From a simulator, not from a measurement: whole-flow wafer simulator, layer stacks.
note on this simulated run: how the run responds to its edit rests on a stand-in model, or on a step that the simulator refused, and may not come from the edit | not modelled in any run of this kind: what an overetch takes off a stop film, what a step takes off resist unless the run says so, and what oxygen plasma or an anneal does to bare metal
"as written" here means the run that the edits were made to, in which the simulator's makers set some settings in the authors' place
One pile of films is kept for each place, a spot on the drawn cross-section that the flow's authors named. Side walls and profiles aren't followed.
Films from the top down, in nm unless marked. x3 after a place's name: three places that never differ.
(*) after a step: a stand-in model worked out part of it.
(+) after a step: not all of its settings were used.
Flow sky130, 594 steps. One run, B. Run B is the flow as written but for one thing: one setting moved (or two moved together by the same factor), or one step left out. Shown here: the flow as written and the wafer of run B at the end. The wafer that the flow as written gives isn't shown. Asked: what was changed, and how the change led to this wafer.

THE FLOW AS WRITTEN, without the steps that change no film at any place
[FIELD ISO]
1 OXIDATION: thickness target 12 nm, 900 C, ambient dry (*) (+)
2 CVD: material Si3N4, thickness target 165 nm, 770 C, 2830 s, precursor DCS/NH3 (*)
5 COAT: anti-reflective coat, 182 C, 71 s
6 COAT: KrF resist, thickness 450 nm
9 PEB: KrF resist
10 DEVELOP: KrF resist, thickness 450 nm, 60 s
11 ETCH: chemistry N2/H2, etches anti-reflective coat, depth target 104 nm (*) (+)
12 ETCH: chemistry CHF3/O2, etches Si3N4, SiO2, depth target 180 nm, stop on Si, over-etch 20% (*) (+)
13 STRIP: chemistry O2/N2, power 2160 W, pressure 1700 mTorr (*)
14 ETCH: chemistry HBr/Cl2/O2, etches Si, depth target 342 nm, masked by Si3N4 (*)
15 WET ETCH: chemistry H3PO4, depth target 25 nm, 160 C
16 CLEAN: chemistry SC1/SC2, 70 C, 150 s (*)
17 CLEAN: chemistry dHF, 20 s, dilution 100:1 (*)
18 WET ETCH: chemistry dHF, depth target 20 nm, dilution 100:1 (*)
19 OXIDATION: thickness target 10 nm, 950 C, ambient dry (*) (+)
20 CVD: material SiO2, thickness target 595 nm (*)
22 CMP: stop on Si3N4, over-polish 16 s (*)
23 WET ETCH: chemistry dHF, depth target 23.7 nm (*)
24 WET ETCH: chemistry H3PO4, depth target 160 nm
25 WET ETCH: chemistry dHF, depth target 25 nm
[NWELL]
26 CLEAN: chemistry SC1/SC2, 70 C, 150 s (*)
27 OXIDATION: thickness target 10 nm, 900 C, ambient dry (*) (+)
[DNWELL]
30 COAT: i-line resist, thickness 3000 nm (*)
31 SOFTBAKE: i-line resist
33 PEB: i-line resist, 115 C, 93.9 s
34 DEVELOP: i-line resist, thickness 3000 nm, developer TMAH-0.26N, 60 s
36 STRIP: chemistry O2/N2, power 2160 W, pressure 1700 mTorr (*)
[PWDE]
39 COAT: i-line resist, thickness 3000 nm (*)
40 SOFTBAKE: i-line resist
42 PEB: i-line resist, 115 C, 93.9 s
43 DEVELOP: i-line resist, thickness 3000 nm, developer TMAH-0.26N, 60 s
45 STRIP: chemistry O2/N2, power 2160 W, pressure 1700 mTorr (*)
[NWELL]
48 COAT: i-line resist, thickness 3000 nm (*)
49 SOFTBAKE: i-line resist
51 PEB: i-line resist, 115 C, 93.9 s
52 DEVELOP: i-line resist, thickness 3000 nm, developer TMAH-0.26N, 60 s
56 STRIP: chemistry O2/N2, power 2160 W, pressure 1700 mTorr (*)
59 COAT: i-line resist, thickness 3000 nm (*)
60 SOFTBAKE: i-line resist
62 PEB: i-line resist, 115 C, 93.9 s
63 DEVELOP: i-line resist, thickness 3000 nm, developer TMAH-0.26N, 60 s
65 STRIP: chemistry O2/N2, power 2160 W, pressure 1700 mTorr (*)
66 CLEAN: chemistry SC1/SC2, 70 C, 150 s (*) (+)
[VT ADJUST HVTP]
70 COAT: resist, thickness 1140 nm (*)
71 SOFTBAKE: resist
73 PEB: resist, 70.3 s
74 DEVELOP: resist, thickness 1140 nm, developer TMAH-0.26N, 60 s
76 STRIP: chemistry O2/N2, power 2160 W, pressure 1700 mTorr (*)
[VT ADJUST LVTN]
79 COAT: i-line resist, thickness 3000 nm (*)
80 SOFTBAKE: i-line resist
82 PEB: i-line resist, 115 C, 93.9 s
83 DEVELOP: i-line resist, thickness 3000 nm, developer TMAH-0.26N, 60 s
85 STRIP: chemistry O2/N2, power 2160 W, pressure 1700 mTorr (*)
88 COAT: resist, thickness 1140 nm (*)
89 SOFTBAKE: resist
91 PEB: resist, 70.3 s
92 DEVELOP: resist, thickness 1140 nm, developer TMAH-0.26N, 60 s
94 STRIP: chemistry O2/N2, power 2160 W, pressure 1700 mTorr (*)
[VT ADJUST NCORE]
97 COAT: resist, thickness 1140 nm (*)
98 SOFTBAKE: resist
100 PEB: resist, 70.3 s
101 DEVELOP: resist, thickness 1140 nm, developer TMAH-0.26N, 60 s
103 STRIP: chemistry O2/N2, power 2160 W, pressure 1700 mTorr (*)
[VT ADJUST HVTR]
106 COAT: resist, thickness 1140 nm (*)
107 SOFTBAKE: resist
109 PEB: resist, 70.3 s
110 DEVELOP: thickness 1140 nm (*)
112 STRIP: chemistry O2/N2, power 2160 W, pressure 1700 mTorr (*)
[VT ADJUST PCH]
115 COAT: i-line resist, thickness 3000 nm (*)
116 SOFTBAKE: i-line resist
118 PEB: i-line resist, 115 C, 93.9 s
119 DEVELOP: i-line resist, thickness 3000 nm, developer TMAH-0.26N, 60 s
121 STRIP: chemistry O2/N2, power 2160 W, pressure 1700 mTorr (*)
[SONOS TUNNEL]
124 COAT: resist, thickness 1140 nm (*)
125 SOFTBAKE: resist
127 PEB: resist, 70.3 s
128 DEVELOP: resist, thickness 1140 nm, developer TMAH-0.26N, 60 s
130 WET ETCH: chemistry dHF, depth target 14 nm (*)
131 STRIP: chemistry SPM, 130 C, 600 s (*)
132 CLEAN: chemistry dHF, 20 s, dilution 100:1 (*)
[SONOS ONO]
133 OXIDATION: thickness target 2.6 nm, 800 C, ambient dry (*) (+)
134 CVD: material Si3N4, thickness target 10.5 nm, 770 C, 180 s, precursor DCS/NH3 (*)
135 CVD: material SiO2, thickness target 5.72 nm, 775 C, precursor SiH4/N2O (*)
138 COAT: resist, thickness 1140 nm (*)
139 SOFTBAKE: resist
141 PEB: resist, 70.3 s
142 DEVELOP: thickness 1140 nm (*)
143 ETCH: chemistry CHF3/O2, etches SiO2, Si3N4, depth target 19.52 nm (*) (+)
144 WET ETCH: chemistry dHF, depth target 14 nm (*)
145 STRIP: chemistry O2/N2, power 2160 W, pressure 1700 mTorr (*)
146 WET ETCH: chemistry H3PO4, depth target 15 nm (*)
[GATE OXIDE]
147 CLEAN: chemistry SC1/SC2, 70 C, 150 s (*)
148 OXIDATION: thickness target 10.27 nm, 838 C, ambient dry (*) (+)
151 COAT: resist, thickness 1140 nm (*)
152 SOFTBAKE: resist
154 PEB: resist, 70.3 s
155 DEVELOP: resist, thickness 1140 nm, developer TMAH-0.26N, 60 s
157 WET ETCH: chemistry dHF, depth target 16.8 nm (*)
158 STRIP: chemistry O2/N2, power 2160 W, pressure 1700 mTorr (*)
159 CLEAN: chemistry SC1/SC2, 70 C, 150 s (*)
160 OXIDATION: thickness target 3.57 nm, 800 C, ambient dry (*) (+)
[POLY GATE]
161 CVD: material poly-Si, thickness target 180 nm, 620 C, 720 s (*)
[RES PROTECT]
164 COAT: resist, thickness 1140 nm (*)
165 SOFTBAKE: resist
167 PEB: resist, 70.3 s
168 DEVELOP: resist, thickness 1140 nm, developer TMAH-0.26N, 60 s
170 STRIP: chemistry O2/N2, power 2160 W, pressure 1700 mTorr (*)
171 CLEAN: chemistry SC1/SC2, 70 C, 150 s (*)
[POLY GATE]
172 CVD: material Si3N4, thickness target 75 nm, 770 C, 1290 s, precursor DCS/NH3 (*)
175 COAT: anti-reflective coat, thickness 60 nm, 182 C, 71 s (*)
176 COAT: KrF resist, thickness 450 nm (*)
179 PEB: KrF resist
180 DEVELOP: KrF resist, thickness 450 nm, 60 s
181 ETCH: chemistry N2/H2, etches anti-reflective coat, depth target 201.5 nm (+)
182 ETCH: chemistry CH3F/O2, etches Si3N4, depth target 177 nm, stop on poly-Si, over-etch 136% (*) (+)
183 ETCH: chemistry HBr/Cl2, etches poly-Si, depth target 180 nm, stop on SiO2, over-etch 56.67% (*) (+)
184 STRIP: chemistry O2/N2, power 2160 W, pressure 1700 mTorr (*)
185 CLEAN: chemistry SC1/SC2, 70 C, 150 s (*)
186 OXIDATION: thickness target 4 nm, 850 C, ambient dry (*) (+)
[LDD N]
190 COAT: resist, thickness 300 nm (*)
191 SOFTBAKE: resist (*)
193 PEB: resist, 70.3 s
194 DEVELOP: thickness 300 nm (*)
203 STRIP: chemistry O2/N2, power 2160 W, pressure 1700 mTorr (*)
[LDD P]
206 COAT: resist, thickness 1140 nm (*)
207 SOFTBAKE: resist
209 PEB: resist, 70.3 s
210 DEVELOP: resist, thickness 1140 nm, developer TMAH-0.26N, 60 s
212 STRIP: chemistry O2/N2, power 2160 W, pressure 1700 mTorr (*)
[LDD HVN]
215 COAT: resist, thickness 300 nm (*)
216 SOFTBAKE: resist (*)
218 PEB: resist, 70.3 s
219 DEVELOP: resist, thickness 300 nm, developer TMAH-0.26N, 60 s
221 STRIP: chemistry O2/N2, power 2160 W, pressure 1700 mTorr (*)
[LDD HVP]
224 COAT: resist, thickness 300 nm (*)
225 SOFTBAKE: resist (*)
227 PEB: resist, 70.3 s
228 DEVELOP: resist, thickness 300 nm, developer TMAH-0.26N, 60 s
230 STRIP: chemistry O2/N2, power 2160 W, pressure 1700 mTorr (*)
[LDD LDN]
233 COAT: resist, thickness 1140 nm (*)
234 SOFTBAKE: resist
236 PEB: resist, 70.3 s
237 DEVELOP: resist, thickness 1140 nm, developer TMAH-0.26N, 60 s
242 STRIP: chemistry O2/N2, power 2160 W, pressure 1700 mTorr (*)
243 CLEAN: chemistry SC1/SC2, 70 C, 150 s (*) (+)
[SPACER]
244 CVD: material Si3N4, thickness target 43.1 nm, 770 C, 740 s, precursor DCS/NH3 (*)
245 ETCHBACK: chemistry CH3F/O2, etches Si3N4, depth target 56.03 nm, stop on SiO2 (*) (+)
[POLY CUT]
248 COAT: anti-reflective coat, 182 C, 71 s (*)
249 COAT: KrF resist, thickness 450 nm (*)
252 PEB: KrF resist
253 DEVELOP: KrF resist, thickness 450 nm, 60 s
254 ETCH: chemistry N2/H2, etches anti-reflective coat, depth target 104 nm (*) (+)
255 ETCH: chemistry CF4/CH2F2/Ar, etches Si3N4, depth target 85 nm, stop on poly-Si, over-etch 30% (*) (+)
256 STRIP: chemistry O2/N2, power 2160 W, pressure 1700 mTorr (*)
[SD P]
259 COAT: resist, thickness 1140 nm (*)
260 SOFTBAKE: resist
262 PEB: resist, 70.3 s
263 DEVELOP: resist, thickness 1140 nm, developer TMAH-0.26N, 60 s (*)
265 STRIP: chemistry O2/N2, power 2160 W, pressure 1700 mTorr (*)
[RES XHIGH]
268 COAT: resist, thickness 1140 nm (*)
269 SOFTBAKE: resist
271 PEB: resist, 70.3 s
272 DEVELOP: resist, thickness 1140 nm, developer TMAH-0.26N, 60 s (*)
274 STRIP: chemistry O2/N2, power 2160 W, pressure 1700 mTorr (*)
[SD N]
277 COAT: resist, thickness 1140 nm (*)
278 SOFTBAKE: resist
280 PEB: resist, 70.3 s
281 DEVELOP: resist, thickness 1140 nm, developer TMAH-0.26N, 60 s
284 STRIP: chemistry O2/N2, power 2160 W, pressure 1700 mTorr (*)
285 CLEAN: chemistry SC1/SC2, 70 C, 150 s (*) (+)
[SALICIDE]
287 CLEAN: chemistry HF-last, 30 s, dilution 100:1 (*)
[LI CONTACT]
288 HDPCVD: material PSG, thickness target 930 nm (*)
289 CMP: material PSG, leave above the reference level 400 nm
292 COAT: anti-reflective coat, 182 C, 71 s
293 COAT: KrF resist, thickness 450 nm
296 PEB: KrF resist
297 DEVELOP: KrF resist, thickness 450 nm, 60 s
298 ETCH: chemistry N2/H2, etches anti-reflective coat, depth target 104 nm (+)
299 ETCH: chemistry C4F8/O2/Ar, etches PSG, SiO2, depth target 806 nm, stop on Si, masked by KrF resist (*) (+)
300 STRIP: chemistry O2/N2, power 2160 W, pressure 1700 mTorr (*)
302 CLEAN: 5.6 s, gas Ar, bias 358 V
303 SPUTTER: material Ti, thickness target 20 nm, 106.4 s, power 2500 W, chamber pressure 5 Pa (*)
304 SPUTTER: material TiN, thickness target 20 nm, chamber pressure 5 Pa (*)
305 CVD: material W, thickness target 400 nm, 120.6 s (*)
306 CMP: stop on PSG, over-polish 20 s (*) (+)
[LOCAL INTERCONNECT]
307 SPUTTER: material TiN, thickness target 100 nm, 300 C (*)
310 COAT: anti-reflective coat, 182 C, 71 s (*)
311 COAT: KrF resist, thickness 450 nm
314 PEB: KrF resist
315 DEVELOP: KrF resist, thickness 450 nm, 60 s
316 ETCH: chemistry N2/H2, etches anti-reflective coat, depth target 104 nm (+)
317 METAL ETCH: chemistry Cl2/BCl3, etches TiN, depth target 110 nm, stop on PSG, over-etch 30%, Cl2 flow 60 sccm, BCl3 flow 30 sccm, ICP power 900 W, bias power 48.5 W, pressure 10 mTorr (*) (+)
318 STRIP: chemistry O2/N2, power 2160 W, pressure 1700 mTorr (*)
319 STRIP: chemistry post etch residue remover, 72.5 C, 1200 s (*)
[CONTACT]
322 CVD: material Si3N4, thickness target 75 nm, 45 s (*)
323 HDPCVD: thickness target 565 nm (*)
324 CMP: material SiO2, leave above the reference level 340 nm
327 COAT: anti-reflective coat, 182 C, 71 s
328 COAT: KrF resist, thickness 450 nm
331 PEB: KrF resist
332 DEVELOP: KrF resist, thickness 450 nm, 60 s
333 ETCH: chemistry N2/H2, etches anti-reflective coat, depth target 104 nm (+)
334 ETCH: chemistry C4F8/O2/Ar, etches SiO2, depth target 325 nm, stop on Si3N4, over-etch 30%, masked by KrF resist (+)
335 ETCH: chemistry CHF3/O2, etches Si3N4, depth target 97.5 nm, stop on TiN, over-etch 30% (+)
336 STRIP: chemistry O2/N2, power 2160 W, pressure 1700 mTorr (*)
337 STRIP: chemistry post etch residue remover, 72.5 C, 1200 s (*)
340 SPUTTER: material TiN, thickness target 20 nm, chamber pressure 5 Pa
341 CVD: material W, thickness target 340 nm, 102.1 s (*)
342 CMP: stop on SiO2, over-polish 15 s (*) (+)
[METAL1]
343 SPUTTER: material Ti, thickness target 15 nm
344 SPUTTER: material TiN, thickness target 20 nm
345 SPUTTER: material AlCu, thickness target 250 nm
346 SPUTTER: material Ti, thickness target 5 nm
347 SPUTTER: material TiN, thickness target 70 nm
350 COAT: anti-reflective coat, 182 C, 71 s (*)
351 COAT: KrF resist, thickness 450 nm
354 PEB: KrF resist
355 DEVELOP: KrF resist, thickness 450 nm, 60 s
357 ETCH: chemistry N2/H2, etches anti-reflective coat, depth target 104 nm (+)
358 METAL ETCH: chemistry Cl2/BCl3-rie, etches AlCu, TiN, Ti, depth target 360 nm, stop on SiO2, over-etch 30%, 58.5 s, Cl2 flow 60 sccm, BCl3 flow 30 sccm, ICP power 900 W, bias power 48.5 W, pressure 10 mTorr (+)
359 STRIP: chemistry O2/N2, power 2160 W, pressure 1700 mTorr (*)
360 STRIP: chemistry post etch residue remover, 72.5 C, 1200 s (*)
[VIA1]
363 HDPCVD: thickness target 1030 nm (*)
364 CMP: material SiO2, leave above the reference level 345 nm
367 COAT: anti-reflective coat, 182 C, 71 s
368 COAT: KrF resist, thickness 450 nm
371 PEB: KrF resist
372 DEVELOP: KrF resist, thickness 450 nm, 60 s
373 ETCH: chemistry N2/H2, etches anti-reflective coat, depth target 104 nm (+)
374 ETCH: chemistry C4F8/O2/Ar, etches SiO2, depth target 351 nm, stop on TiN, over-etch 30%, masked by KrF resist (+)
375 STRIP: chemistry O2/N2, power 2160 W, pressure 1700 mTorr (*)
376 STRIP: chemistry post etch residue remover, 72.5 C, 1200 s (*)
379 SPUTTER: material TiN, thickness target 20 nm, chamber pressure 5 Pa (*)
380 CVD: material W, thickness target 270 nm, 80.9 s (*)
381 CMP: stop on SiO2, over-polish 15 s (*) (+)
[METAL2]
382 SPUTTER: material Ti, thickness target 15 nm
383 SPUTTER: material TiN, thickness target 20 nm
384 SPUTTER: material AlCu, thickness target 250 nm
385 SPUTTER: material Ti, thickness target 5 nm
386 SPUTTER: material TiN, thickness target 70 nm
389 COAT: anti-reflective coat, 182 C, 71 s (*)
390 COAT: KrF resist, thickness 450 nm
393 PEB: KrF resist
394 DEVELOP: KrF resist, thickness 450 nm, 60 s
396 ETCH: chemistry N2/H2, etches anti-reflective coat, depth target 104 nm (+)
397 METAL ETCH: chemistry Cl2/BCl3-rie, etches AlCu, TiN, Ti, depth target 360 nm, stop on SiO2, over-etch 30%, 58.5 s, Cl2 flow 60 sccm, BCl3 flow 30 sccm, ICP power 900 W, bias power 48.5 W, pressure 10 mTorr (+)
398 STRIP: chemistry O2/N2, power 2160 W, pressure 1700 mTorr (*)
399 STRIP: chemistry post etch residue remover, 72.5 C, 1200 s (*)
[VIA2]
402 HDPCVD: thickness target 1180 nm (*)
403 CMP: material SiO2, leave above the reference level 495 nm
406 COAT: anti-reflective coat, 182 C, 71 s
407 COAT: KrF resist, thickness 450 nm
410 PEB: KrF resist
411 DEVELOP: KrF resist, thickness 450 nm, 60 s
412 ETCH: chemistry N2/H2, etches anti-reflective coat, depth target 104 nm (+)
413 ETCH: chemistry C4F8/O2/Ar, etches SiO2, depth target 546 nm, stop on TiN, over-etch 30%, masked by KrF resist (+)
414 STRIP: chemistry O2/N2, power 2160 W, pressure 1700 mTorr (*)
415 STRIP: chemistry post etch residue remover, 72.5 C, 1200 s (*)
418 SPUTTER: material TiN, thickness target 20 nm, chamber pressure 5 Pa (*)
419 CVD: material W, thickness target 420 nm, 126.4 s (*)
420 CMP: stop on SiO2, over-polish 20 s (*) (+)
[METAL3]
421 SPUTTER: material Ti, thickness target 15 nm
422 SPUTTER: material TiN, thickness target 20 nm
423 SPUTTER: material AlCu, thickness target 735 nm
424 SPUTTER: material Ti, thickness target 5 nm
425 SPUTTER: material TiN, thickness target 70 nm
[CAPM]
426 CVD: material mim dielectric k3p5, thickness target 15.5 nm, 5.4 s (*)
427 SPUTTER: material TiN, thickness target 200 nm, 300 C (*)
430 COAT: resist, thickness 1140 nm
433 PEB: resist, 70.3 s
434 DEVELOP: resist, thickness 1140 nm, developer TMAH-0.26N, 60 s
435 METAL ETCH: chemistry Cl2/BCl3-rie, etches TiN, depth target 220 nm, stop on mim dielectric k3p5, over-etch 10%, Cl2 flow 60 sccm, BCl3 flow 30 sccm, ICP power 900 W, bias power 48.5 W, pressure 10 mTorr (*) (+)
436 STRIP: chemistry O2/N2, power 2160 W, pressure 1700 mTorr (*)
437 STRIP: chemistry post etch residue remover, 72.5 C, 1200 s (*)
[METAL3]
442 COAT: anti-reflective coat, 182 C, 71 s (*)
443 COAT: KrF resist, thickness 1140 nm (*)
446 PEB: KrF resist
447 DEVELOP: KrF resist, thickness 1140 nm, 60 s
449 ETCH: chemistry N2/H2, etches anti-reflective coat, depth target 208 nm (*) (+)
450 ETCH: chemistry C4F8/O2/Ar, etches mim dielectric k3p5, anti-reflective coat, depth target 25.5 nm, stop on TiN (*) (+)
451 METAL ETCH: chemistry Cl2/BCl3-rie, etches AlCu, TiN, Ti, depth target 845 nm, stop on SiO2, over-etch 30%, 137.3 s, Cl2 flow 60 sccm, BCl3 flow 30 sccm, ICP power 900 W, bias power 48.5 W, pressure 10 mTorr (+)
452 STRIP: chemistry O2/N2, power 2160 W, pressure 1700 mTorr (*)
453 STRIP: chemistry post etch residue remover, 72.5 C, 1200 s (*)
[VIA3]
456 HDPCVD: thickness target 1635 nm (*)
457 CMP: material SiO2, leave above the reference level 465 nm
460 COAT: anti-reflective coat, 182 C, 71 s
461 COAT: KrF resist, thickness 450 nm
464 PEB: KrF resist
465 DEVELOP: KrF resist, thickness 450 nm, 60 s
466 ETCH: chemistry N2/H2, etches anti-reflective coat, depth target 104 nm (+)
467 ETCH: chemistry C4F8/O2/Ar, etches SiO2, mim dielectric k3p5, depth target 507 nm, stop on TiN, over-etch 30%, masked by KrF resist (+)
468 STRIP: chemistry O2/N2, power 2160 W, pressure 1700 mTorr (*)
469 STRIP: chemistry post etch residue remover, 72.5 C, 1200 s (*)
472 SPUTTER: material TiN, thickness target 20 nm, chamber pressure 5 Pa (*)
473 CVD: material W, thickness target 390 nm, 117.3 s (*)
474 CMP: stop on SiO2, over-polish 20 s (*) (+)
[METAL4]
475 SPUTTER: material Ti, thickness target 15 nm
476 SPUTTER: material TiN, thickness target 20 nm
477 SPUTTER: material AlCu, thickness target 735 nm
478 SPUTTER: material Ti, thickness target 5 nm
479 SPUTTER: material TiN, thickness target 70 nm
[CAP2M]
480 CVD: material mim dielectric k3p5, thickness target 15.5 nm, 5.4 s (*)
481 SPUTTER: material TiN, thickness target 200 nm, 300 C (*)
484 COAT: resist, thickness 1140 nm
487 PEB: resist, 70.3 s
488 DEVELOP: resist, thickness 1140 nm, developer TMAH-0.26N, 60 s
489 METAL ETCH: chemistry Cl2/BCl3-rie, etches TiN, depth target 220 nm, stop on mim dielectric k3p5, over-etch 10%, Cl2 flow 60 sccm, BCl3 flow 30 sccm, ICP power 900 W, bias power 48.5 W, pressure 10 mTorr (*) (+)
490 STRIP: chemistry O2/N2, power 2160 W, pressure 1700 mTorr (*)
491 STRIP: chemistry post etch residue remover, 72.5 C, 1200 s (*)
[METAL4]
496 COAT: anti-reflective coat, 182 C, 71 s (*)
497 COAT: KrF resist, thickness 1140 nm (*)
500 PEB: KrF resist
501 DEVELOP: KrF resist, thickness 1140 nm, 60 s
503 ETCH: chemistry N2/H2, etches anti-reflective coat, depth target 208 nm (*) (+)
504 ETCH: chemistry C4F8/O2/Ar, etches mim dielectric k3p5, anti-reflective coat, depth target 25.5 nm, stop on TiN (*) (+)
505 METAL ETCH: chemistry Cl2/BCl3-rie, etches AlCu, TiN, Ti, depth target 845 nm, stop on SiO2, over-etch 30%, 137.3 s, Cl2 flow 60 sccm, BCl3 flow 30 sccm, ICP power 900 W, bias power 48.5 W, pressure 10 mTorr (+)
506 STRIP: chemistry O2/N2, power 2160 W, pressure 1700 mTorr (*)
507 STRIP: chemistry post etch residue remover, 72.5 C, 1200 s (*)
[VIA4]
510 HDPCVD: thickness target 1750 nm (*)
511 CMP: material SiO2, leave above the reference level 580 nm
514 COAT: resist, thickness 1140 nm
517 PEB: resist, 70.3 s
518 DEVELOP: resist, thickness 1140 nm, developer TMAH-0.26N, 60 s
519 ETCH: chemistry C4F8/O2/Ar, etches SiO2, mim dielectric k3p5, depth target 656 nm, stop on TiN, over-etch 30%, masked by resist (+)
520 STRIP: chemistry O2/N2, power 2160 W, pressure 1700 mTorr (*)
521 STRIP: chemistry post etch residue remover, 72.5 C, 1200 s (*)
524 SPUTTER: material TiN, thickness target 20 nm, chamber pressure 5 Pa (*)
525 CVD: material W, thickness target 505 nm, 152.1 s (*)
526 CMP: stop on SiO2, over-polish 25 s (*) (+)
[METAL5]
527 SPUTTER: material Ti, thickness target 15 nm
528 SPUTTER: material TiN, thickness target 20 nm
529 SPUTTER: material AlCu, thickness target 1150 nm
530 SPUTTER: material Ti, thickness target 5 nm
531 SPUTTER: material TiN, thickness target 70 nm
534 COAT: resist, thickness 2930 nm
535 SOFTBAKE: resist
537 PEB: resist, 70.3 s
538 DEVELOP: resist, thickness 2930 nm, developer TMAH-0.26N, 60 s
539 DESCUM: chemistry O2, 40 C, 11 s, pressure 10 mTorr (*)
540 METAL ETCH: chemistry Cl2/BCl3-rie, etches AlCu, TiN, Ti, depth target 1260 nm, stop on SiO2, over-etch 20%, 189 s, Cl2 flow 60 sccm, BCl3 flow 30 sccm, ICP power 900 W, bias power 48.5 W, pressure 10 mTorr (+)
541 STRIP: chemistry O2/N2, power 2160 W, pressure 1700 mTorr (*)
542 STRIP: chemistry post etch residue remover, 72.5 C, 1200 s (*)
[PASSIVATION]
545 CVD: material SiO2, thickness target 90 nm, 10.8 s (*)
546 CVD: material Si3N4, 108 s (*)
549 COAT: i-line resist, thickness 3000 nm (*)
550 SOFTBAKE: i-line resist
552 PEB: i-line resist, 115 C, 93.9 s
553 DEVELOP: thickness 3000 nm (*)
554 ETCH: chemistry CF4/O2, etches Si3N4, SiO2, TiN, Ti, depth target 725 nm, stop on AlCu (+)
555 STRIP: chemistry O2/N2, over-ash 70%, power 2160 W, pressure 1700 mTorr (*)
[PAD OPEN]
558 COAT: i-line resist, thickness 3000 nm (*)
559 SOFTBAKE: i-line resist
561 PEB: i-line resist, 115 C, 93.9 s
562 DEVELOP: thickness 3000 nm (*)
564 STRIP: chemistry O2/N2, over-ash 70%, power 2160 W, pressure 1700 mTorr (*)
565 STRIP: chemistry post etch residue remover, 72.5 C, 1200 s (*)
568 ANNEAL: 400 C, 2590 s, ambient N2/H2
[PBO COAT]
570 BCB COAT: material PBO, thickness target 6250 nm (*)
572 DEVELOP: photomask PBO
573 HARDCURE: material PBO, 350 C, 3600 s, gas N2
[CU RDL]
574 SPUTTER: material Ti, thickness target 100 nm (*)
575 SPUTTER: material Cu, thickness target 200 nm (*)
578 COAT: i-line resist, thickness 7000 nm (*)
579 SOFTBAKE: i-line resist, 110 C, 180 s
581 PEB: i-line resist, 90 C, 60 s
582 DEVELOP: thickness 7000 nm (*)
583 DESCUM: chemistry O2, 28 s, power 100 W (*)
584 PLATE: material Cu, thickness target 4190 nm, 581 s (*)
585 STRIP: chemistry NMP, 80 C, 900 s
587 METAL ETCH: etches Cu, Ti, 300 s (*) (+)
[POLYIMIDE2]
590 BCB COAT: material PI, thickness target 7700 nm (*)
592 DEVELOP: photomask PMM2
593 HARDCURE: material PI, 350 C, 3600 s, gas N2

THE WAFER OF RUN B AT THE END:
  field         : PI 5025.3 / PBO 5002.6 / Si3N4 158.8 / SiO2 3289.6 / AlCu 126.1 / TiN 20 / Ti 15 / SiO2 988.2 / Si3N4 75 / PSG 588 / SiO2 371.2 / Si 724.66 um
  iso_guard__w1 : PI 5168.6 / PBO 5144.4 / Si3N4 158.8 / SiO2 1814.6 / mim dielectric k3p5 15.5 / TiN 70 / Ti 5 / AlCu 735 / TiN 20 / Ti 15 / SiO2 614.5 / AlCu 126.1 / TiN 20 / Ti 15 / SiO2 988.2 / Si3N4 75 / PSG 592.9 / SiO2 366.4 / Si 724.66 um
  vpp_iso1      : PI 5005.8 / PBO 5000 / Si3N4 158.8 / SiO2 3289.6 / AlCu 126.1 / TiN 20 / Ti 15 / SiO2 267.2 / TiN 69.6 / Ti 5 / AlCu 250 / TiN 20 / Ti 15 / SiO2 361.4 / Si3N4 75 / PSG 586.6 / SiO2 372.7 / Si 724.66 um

The cause: step 397, METAL ETCH: depth target 147.6 nm was run, where the flow has depth target 360 nm; step 397, METAL ETCH: 24 s was run, where the flow has 58.5 s.

How the change led to this, step by step:
  397 METAL ETCH: chemistry Cl2/BCl3-rie, etches AlCu, TiN, Ti, depth target 360 nm, stop on SiO2, over-etch 30%, 58.5 s, Cl2 flow 60 sccm, BCl3 flow 30 sccm, ICP power 900 W, bias power 48.5 W, pressure 10 mTorr (+)
      field, active, gate and 82 more: TiN -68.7 (all of it), Ti -5 (all of it), AlCu -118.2 (as written it would be: TiN -68.7 (all of it), Ti -5 (all of it), AlCu -250 (all of it), TiN -20 (all of it), Ti -15 (all of it), SiO2 -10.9)
      n_well, p_well, gate_hv and 103 more: KrF resist -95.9 (as written it would be: KrF resist -234)
  398 STRIP: chemistry O2/N2, power 2160 W, pressure 1700 mTorr (*)
      gate_hv, mim, dice_street and 96 more: KrF resist -281.9 (all of it), anti-reflective coat -80 (all of it) (as written it would be: KrF resist -143.8 (all of it), anti-reflective coat -80 (all of it))
      n_well, p_well, sd_n, sd_p, pad: KrF resist -281.8 (all of it), anti-reflective coat -80 (all of it) (as written it would be: KrF resist -143.8 (all of it), anti-reflective coat -80 (all of it))
      (and at 2 more places)
  399 STRIP: chemistry post etch residue remover, 72.5 C, 1200 s (*)
      field, active, gate and 82 more: AlCu -5.72 (as written it would be: nothing)
  402 HDPCVD: thickness target 1180 nm (*)
      field, active, gate and 82 more: SiO2 +1180 (new film) (as written it would be: SiO2 +1180)
  403 CMP: material SiO2, leave above the reference level 495 nm
      field, active, gate and 82 more: SiO2 -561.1 (as written it would be: SiO2 -389.1)
Counting metal films that touch as one body, field has 1 body; the flow as written gives 0 bodies.
Counting metal films that touch as one body, iso_guard__w1 has 2 bodies (between them, from the top down: SiO2 614.5); the flow as written gives 1 body.
Counting metal films that touch as one body, vpp_iso1 has 2 bodies (between them, from the top down: SiO2 267.2); the flow as written gives 1 body.
